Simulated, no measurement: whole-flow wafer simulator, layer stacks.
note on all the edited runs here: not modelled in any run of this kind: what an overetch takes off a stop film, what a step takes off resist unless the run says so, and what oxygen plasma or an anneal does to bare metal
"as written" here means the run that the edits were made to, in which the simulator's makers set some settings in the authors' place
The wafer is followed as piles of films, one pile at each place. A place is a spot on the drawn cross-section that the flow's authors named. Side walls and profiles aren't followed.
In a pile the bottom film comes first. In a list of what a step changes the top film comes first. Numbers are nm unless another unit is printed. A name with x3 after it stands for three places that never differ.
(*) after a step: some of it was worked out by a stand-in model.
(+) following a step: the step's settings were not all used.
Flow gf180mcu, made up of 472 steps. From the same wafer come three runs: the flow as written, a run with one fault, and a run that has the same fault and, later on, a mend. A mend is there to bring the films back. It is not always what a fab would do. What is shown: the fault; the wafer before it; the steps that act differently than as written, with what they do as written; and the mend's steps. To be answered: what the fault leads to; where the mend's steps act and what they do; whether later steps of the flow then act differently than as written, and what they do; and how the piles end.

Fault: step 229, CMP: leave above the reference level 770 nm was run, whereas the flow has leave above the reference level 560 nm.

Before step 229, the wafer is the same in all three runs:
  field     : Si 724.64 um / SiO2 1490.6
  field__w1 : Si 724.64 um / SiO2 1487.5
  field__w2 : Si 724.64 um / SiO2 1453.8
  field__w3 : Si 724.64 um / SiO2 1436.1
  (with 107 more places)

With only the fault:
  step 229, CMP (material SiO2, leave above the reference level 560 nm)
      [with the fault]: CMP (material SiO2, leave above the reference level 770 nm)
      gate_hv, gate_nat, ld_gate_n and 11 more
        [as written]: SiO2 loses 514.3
        [with the fault]: SiO2 loses 304.3
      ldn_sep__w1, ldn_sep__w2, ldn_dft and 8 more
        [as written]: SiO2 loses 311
        [with the fault]: SiO2 loses 101
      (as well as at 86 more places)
  Steps further on in the flow that do not act as written:
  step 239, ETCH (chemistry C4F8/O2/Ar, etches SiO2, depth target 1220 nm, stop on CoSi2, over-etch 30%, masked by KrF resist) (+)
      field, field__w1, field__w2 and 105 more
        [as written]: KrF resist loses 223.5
        [with the fault]: KrF resist loses 244
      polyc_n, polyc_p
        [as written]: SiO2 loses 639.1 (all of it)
        [with the fault]: SiO2 loses 849.1 (all of it)
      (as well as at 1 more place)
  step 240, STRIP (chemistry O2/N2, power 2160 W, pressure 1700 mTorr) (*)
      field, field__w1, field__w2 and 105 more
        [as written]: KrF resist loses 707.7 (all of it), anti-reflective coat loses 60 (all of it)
        [with the fault]: KrF resist loses 687.2 (all of it), anti-reflective coat loses 60 (all of it)
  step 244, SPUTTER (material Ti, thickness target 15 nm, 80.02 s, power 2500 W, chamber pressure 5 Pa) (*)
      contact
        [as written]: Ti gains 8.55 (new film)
        [with the fault]: Ti gains 7.57 (new film)
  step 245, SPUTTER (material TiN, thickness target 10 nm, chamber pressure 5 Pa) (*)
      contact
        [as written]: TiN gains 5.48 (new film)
        [with the fault]: TiN gains 4.87 (new film)
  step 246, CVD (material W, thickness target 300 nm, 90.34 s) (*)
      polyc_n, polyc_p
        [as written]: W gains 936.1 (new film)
        [with the fault]: W gains 1146.1 (new film)
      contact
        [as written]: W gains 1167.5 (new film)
        [with the fault]: W gains 1379.1 (new film)
  By the end, the piles at field, field__w1, field__w2 and 109 more depart from the flow's by more than 2% or 0.5 nm, whichever is larger.
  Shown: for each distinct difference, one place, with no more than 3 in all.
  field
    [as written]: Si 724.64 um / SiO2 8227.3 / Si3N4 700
    [with the fault]: Si 724.64 um / SiO2 8437.3 / Si3N4 700
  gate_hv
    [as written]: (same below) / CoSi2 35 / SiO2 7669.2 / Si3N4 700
    [with the fault]: (same below) / CoSi2 35 / SiO2 7879.2 / Si3N4 700
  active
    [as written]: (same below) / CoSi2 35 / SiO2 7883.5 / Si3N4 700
    [with the fault]: (same below) / CoSi2 35 / SiO2 8093.5 / Si3N4 700

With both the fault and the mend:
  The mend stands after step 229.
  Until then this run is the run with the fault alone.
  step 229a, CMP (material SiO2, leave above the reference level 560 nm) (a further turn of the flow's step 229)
      field, field__w1, field__w2 and 108 more
        SiO2 loses 210
  Later steps of the flow that are run all act as written at every place that is followed.
  By the end, the piles equal the flow's at every place that both follow.
